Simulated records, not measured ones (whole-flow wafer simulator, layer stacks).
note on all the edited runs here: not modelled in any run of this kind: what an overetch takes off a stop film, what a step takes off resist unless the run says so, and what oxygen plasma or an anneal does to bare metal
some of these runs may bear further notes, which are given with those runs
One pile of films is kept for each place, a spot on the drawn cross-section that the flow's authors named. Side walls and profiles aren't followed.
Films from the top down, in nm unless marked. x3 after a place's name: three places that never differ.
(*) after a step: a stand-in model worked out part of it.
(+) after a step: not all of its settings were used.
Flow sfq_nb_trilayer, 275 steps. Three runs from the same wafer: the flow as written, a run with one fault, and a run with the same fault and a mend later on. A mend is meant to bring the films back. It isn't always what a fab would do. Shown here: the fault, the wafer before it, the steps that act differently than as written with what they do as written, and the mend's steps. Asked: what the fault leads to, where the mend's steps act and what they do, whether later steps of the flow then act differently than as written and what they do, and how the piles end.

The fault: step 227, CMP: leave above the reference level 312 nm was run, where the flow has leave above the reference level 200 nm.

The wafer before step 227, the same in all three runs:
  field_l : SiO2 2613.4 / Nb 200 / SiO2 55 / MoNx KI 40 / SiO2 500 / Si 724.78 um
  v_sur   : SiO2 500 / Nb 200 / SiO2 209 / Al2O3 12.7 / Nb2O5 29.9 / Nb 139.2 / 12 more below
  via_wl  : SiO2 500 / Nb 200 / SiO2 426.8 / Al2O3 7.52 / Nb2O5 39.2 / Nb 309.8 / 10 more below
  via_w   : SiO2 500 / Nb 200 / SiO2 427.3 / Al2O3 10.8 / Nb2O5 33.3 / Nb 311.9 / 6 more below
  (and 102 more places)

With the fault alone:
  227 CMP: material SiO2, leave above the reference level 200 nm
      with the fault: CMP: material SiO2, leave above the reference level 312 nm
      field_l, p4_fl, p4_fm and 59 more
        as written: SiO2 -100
        with the fault: nothing
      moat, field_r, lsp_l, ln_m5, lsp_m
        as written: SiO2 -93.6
        with the fault: nothing
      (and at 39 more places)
  Later steps of the flow that act differently than as written (6 more steps differ only slightly, by at most 2% or 0.5 nm, whichever is larger, and aren't shown):
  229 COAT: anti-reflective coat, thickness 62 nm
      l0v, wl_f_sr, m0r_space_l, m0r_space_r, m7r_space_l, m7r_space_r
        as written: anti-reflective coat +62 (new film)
        with the fault: anti-reflective coat +63.7 (new film)
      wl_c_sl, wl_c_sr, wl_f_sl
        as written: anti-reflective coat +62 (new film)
        with the fault: anti-reflective coat +63.6 (new film)
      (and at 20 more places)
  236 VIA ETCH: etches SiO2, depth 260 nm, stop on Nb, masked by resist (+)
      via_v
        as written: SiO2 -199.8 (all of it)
        with the fault: SiO2 -260
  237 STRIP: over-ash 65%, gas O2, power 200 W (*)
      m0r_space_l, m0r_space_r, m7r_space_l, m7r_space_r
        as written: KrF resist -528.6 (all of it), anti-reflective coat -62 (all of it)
        with the fault: KrF resist -530.4 (all of it), anti-reflective coat -63.7 (all of it)
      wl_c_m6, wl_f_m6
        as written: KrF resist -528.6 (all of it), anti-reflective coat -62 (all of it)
        with the fault: KrF resist -523.7 (all of it), anti-reflective coat -58.7 (all of it)
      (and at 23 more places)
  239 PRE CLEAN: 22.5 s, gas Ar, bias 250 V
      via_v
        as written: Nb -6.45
        with the fault: SiO2 -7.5
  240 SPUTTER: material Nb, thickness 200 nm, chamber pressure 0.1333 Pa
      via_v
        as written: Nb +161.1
        with the fault: Nb +146.9 (new film)
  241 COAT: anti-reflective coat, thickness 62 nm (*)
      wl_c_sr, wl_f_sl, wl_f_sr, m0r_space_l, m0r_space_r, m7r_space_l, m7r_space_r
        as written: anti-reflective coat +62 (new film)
        with the fault: anti-reflective coat +63.5 (new film)
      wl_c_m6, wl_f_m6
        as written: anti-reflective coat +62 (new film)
        with the fault: anti-reflective coat +58.2 (new film)
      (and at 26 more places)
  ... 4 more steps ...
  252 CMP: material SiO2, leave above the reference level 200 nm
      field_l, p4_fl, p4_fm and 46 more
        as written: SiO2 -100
        with the fault: SiO2 -88
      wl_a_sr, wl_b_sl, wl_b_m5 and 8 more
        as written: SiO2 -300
        with the fault: SiO2 -288
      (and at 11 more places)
  At the end the piles differ from the flow's by more than 2% or 0.5 nm, whichever is larger, at field_l, v_sur, via_wl and 103 more.
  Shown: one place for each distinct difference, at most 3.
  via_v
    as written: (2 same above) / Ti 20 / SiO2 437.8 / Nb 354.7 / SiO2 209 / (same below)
    with the fault: (2 same above) / Ti 20 / SiO2 513.3 / Nb 146.9 / SiO2 44.3 / Nb 200 / SiO2 209 / (same below)
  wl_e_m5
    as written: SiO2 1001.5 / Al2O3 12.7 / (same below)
    with the fault: SiO2 1113.5 / Al2O3 12.7 / (same below)
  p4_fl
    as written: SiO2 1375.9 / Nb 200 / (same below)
    with the fault: SiO2 1487.9 / Nb 200 / (same below)

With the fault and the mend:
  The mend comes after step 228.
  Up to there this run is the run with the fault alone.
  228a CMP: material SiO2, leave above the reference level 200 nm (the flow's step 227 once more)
      field_l, p4_fl, p4_fm and 59 more
        SiO2 -100
      v_sur, via_wl, via_w and 33 more
        SiO2 -112
      moat, field_r, lsp_l, ln_m5, lsp_m
        SiO2 -93.6
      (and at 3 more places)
  No later step of the flow acts differently than as written at any place that is followed.
  At the end the piles are the same as the flow's at every place that both follow.
